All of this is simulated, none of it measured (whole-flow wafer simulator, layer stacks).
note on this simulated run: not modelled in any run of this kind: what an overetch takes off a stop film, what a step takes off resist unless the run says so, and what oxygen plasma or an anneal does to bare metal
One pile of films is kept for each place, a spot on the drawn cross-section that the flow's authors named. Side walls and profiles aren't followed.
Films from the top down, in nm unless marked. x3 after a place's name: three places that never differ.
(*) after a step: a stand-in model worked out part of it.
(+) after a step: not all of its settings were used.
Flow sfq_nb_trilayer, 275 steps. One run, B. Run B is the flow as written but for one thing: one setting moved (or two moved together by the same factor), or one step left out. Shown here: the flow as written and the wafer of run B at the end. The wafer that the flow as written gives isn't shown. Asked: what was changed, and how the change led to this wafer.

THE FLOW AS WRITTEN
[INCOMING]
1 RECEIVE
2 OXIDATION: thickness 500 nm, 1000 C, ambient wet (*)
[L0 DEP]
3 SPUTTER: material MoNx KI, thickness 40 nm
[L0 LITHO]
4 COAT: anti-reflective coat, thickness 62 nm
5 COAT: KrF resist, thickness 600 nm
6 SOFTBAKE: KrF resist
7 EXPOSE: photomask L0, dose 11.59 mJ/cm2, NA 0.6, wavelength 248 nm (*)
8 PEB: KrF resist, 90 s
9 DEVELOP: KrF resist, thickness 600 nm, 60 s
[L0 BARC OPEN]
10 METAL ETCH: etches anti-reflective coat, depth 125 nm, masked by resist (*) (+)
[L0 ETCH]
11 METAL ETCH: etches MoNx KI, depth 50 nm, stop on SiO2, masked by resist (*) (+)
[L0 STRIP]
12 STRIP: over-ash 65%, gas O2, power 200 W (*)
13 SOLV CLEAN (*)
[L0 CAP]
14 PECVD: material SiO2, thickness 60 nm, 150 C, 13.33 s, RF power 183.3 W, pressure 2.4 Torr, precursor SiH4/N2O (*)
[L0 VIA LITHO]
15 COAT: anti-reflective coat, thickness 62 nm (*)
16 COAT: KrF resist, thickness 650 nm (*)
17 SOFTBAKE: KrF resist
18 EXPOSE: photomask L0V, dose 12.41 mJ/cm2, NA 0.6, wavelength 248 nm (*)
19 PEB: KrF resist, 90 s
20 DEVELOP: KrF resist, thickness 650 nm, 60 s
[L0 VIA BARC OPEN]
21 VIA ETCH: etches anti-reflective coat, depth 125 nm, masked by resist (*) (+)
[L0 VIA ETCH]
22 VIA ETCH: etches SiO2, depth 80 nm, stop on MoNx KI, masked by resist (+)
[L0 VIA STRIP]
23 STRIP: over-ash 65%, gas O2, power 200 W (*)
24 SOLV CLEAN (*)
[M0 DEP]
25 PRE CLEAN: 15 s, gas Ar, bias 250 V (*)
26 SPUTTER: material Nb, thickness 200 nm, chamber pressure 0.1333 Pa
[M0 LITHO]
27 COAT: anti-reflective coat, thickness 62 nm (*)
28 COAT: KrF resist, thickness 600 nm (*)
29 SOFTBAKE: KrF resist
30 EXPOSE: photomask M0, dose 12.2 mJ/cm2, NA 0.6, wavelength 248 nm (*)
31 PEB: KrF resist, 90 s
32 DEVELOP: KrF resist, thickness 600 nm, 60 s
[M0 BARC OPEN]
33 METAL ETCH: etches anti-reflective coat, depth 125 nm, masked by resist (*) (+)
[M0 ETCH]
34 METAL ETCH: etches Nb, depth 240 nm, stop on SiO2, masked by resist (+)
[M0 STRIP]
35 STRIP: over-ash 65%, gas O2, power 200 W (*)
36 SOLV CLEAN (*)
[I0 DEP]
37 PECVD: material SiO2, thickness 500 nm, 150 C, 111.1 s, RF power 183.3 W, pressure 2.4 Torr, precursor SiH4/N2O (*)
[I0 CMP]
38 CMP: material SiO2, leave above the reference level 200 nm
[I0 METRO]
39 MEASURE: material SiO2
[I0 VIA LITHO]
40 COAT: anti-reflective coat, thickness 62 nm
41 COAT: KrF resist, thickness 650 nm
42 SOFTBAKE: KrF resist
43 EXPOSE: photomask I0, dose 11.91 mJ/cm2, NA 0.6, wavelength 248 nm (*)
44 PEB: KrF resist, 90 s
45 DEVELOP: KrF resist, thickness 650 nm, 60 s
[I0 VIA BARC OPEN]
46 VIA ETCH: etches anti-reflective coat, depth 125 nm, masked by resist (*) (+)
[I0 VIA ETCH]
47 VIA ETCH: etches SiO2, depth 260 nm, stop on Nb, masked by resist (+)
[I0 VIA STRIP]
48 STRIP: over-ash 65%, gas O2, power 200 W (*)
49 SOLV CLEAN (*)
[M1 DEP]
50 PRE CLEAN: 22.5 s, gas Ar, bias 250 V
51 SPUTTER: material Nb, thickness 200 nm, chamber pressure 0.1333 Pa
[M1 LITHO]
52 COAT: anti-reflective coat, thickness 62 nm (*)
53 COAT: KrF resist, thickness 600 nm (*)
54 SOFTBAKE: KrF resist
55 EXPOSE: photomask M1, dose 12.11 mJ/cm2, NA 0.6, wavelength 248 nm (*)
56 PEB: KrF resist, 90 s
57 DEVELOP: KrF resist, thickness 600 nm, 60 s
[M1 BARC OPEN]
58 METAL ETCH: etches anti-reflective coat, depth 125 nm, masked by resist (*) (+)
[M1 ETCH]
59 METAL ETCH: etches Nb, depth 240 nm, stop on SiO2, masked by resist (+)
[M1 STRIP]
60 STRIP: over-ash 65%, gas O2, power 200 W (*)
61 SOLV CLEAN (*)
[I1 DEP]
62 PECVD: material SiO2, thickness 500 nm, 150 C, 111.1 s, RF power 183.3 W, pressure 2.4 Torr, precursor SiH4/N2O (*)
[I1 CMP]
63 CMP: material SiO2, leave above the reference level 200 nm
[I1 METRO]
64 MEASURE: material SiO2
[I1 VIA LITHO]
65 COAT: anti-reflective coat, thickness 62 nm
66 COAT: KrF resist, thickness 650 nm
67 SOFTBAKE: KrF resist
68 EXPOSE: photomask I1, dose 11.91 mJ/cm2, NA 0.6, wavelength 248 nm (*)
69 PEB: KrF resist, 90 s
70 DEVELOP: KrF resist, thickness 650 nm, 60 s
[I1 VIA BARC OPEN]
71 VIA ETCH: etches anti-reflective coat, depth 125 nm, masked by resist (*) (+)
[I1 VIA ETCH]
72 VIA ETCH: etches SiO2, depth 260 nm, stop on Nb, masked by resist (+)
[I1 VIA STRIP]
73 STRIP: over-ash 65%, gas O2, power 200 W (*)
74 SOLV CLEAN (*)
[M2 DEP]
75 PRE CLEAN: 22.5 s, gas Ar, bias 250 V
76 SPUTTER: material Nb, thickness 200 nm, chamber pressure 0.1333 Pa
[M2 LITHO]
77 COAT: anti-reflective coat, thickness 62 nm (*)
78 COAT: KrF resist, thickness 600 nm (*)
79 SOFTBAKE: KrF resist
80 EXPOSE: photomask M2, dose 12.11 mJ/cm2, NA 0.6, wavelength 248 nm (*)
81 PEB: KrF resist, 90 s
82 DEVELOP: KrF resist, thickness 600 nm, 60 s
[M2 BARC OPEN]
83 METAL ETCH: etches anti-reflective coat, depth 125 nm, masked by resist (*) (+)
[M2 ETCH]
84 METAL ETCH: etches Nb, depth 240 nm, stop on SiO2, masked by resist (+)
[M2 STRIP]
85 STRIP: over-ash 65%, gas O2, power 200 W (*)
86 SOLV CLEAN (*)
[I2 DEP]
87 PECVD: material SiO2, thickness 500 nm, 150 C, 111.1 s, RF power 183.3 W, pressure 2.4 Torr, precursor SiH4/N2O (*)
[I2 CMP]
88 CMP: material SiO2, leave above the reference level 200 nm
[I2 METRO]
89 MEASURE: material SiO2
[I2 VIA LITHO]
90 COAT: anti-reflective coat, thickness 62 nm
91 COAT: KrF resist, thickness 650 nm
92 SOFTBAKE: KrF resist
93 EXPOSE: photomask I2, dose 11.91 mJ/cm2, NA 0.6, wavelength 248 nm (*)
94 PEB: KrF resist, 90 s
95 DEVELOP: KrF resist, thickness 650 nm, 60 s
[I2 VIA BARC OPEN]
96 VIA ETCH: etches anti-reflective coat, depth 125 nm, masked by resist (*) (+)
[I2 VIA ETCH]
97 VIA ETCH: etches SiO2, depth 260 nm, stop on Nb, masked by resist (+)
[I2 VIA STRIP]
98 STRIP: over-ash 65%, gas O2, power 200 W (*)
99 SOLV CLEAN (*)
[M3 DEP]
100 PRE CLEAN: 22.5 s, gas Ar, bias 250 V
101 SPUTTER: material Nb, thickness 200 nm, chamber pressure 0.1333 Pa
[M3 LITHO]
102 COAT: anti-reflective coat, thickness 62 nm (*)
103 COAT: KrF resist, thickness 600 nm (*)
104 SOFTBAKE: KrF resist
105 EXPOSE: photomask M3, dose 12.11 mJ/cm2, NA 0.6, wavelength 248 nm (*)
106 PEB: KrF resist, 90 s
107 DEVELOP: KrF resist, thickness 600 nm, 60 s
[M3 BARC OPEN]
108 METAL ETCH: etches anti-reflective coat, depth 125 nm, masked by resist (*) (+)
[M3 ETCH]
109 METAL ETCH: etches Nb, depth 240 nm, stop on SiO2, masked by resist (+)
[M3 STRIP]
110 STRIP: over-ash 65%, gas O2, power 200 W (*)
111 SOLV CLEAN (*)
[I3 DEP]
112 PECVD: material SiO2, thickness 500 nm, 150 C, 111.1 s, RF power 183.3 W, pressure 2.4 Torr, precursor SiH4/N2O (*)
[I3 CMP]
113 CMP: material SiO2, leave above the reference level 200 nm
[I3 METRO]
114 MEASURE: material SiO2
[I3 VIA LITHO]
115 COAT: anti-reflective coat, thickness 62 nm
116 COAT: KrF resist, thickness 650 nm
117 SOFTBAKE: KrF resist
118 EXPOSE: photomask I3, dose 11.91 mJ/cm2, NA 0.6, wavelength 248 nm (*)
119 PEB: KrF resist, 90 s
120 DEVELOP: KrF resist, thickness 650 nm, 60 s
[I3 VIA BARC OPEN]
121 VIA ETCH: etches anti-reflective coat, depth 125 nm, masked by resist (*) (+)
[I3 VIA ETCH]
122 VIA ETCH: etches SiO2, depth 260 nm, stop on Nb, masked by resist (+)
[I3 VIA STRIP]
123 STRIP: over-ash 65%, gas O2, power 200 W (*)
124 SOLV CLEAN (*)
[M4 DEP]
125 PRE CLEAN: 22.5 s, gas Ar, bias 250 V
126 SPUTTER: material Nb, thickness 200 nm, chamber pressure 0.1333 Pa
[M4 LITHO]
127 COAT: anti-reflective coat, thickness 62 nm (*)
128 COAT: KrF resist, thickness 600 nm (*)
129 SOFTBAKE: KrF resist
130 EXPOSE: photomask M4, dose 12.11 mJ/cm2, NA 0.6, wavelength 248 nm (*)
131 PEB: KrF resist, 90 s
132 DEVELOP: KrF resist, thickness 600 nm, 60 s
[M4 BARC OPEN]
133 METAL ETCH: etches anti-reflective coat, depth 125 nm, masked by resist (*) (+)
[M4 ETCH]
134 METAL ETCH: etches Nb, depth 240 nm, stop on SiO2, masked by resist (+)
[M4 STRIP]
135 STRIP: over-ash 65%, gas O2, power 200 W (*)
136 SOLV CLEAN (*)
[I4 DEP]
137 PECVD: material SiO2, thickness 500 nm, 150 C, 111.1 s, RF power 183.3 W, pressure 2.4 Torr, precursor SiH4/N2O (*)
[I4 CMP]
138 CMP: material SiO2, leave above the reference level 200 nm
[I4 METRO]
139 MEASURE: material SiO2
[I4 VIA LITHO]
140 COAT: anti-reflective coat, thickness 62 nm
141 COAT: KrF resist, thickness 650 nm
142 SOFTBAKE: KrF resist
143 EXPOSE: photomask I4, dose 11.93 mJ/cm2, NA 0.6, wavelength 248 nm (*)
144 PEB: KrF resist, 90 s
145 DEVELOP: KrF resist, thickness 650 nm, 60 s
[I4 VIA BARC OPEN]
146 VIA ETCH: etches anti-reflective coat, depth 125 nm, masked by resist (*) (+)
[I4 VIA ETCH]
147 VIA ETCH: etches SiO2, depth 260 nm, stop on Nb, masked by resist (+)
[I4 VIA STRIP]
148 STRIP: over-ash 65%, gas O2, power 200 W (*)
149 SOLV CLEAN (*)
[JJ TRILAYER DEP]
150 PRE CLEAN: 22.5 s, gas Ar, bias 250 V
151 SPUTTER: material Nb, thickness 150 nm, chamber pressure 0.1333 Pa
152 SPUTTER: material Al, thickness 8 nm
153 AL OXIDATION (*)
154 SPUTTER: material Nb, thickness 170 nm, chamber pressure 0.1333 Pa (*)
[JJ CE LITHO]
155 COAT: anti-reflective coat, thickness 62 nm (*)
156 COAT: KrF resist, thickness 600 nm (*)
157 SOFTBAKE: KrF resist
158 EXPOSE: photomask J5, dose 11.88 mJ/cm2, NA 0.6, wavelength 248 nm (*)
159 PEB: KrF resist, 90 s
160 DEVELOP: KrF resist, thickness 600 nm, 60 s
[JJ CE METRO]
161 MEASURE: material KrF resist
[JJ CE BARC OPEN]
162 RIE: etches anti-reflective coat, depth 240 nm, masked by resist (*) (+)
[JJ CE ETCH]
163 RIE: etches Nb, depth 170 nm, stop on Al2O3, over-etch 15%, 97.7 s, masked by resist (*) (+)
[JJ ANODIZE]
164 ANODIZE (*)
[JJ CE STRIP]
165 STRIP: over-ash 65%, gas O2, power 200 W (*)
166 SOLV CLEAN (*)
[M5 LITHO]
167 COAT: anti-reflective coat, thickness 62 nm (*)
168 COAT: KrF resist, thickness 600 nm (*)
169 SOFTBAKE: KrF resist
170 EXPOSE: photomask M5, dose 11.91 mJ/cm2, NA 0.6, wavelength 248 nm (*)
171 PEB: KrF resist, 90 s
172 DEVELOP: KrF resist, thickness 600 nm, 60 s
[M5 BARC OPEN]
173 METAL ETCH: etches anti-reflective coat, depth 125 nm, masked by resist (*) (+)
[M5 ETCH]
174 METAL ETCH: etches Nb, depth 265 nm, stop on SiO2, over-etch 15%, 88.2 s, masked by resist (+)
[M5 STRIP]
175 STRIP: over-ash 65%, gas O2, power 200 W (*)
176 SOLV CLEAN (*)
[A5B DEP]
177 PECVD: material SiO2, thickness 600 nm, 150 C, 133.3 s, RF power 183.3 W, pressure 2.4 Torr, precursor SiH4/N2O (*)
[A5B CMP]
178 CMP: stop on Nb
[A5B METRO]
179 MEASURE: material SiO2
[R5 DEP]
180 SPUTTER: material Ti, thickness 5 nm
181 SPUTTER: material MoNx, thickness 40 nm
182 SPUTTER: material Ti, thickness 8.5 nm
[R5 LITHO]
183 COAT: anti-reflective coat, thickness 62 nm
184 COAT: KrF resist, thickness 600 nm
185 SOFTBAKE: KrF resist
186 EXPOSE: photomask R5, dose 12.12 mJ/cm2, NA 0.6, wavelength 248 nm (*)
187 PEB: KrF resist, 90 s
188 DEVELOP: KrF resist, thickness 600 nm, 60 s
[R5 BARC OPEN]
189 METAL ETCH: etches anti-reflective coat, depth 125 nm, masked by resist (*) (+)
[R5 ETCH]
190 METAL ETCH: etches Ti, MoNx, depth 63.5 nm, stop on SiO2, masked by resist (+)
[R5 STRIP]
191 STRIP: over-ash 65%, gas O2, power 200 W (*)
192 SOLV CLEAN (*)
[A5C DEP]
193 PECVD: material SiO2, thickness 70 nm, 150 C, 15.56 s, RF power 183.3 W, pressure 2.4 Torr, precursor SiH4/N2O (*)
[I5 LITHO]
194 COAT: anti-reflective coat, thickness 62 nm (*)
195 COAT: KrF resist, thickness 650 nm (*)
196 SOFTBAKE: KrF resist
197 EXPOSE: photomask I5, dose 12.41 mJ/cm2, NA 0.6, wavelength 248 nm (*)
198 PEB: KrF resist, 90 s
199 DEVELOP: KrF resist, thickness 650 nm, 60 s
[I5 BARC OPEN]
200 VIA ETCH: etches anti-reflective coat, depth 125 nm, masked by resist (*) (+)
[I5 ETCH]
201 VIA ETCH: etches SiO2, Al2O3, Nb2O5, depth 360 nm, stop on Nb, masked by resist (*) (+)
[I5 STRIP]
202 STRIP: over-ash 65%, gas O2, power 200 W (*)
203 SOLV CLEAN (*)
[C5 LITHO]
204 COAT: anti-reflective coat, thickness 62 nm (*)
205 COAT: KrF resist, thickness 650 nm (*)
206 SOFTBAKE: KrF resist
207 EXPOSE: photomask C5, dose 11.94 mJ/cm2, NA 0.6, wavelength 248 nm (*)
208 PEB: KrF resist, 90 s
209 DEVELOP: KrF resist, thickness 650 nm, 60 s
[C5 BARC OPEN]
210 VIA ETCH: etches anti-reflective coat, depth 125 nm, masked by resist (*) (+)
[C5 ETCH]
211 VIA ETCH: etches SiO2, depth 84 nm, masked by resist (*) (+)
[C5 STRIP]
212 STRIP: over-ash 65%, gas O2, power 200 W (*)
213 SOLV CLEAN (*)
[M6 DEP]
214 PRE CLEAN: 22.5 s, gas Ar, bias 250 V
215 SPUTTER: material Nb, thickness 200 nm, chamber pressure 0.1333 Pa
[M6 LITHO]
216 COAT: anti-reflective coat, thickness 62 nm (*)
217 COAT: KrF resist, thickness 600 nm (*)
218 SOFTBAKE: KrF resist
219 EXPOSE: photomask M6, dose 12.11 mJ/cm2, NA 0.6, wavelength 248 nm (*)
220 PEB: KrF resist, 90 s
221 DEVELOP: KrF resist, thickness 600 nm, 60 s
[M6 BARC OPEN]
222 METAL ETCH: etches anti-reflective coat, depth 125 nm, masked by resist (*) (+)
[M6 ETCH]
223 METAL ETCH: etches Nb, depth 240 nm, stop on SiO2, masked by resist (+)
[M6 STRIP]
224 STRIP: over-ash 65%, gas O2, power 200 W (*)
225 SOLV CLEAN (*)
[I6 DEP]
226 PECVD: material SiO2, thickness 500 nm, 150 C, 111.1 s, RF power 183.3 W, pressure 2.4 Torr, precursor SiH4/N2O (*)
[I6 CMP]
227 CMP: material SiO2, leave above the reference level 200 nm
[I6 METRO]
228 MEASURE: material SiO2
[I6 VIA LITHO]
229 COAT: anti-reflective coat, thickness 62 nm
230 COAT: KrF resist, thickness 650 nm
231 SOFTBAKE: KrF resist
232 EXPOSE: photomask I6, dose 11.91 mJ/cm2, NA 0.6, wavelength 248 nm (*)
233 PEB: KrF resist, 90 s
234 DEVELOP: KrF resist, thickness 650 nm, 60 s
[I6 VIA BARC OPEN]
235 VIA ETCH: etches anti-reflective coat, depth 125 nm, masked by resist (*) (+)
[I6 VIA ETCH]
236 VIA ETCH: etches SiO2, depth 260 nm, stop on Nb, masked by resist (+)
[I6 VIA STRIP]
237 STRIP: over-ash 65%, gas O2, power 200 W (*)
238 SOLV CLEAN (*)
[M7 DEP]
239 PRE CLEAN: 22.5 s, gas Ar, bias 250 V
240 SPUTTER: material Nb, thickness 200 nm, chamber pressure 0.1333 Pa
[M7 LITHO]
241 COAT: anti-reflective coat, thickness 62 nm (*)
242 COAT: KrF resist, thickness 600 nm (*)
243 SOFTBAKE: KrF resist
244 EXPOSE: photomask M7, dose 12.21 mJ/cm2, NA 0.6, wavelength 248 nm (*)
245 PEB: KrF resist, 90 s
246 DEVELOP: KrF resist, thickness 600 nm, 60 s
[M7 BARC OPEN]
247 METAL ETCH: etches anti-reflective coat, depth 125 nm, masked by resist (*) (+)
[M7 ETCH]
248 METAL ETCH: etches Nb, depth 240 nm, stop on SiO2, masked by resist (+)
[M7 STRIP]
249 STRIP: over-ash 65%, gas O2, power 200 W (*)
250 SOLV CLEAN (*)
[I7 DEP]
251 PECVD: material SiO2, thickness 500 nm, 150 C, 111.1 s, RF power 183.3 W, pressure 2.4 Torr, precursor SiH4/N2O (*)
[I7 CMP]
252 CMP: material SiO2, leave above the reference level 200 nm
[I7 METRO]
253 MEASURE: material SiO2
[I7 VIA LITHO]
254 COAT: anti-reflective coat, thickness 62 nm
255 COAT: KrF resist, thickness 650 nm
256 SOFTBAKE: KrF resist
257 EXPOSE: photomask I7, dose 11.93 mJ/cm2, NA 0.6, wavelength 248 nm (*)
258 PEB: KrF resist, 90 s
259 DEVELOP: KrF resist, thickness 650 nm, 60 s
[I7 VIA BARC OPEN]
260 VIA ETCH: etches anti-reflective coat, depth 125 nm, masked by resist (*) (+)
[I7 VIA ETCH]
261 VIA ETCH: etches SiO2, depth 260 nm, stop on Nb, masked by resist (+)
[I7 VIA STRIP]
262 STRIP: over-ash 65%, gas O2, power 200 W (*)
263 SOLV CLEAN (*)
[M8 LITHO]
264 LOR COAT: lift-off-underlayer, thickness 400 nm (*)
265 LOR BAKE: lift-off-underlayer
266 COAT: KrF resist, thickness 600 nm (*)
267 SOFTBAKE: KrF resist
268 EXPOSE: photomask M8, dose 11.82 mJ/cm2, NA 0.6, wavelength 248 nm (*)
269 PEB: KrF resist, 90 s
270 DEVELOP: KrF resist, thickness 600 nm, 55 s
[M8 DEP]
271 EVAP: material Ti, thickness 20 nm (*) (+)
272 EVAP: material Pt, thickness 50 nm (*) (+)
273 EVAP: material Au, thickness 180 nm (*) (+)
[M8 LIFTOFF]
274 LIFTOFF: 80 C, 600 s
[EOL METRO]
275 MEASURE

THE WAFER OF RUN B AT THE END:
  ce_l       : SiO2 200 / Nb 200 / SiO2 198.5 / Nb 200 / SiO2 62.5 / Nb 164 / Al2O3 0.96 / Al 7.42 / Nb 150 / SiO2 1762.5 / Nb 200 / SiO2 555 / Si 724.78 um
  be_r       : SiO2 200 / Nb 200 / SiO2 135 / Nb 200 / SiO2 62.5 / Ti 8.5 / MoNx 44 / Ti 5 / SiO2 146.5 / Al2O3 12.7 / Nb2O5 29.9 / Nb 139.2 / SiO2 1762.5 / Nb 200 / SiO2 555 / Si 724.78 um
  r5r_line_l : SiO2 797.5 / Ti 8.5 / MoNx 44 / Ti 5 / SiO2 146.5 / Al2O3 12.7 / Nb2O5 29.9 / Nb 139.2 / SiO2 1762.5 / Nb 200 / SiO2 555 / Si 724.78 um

The cause: step 181, SPUTTER: thickness 44 nm was run, where the flow has thickness 40 nm.
It can be read off the wafer: be_r has MoNx 44, and step 181 as written asks for 40 nm.

How the change led to this, step by step:
  181 SPUTTER: material MoNx, thickness 40 nm
      field_l, v_sur, via_wl and 103 more: MoNx +44 (new film) (as written it would be: MoNx +40 (new film))
  190 METAL ETCH: etches Ti, MoNx, depth 63.5 nm, stop on SiO2, masked by resist (+)
      field_l, v_sur, via_wl and 92 more: Ti -8.5 (all of it), MoNx -44 (all of it), Ti -5 (all of it) (as written it would be: Ti -8.5 (all of it), MoNx -40 (all of it), Ti -5 (all of it))
      ce_l, c5j, ce_r, wl_jj: Ti -8.5 (all of it), MoNx -44 (all of it), Ti -5 (all of it), Nb -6 (as written it would be: Ti -8.5 (all of it), MoNx -40 (all of it), Ti -5 (all of it), Nb -10)
  194 COAT: anti-reflective coat, thickness 62 nm (*)
      ce_l: anti-reflective coat +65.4 (new film) (as written it would be: anti-reflective coat +67.2 (new film))
      ce_r: anti-reflective coat +66.1 (new film) (as written it would be: anti-reflective coat +68.1 (new film))
      (and at 1 more place)
  202 STRIP: over-ash 65%, gas O2, power 200 W (*)
      ce_l: KrF resist -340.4 (all of it), anti-reflective coat -65.4 (all of it) (as written it would be: KrF resist -341.5 (all of it), anti-reflective coat -67.2 (all of it))
      ce_r: KrF resist -345.6 (all of it), anti-reflective coat -66.1 (all of it) (as written it would be: KrF resist -346.1 (all of it), anti-reflective coat -68.1 (all of it))
      (and at 1 more place)
  204 COAT: anti-reflective coat, thickness 62 nm (*)
      ce_l: anti-reflective coat +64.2 (new film) (as written it would be: anti-reflective coat +66 (new film))
      ce_r: anti-reflective coat +65.2 (new film) (as written it would be: anti-reflective coat +67.2 (new film))
      (and at 1 more place)
  212 STRIP: over-ash 65%, gas O2, power 200 W (*)
      ce_l: KrF resist -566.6 (all of it), anti-reflective coat -64.2 (all of it) (as written it would be: KrF resist -567.4 (all of it), anti-reflective coat -66 (all of it))
      ce_r: KrF resist -573.6 (all of it), anti-reflective coat -65.2 (all of it) (as written it would be: KrF resist -573.7 (all of it), anti-reflective coat -67.2 (all of it))
      (and at 1 more place)
  216 COAT: anti-reflective coat, thickness 62 nm (*)
      r5r_spacepad_l, r5r_spacepad_r: anti-reflective coat +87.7 (new film) (as written it would be: anti-reflective coat +85.7 (new film))
      ce_l: anti-reflective coat +46.8 (new film) (as written it would be: anti-reflective coat +48 (new film))
      (and at 2 more places)
  222 METAL ETCH: etches anti-reflective coat, depth 125 nm, masked by resist (*) (+)
      r5r_spacepad_l, r5r_spacepad_r: anti-reflective coat -87.7 (all of it) (as written it would be: anti-reflective coat -85.7 (all of it))
  224 STRIP: over-ash 65%, gas O2, power 200 W (*)
      ce_l: KrF resist -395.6 (all of it), anti-reflective coat -46.8 (all of it) (as written it would be: KrF resist -397.1 (all of it), anti-reflective coat -48 (all of it))
      ce_r: KrF resist -402.5 (all of it), anti-reflective coat -47.5 (all of it) (as written it would be: KrF resist -403.5 (all of it), anti-reflective coat -48.8 (all of it))
      (and at 1 more place)
  227 CMP: material SiO2, leave above the reference level 200 nm
      r5r_line_l, r5r_spacepad_l, r5r_spacepad_r, r5r_line_c, r5r_line_r: SiO2 -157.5 (as written it would be: SiO2 -153.5)
